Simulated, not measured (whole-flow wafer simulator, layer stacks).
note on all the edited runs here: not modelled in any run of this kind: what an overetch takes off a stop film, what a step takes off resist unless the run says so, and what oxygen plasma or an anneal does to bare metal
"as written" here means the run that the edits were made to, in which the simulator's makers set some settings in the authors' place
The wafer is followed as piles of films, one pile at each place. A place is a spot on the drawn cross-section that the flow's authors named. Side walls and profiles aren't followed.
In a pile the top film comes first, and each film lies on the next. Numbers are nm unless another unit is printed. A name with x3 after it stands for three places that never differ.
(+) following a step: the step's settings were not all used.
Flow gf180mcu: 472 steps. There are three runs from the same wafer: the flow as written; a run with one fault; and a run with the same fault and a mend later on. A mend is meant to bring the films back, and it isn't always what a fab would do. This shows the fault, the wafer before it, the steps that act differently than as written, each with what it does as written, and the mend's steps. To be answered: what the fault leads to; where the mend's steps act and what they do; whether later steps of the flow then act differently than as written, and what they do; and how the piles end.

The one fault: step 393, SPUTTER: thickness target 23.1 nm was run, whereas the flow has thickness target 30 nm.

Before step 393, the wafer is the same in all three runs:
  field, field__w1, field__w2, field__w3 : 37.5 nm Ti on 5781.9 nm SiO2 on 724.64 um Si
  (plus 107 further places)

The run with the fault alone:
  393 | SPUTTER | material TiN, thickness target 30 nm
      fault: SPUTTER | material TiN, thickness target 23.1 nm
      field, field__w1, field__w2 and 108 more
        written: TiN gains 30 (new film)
        fault: TiN gains 23.1 (new film)
  Later steps of the flow acting differently than as written (not shown: 1 more step that differs only slightly, by at most 2% or 0.5 nm, whichever is larger):
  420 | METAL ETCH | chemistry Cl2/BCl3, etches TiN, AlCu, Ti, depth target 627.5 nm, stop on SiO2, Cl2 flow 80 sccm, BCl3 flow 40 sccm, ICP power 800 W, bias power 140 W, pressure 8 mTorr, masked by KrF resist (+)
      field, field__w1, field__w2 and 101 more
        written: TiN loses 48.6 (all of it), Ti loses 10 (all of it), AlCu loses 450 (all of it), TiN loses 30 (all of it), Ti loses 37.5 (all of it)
        fault: TiN loses 48.6 (all of it), Ti loses 10 (all of it), AlCu loses 450 (all of it), TiN loses 23.1 (all of it), Ti loses 37.5 (all of it)
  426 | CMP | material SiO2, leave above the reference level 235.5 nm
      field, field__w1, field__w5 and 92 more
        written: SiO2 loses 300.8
        fault: SiO2 loses 307.7
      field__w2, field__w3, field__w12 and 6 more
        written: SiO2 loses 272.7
        fault: SiO2 loses 279.9
  The piles end different from the flow's at field__w4, field__w8, contact, m1, m1__w1, mim, mim_1p0, m1_nw by more than 2% or 0.5 nm, whichever is larger.
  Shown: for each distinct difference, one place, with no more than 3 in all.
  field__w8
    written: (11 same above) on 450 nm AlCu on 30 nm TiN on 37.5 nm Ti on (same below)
    fault: (11 same above) on 450 nm AlCu on 23.1 nm TiN on 37.5 nm Ti on (same below)
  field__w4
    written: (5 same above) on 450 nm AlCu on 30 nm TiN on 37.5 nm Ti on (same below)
    fault: (5 same above) on 450 nm AlCu on 23.1 nm TiN on 37.5 nm Ti on (same below)
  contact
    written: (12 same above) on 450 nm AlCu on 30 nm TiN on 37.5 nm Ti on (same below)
    fault: (12 same above) on 450 nm AlCu on 23.1 nm TiN on 37.5 nm Ti on (same below)

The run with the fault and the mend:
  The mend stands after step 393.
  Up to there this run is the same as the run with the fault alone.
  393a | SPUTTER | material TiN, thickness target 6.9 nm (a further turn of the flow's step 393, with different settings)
      field, field__w1, field__w2 and 108 more
        TiN gains 6.9
  Every later step of the flow that is run acts as written at every place that is followed.
  By the end, the piles equal the flow's at every place that both follow.
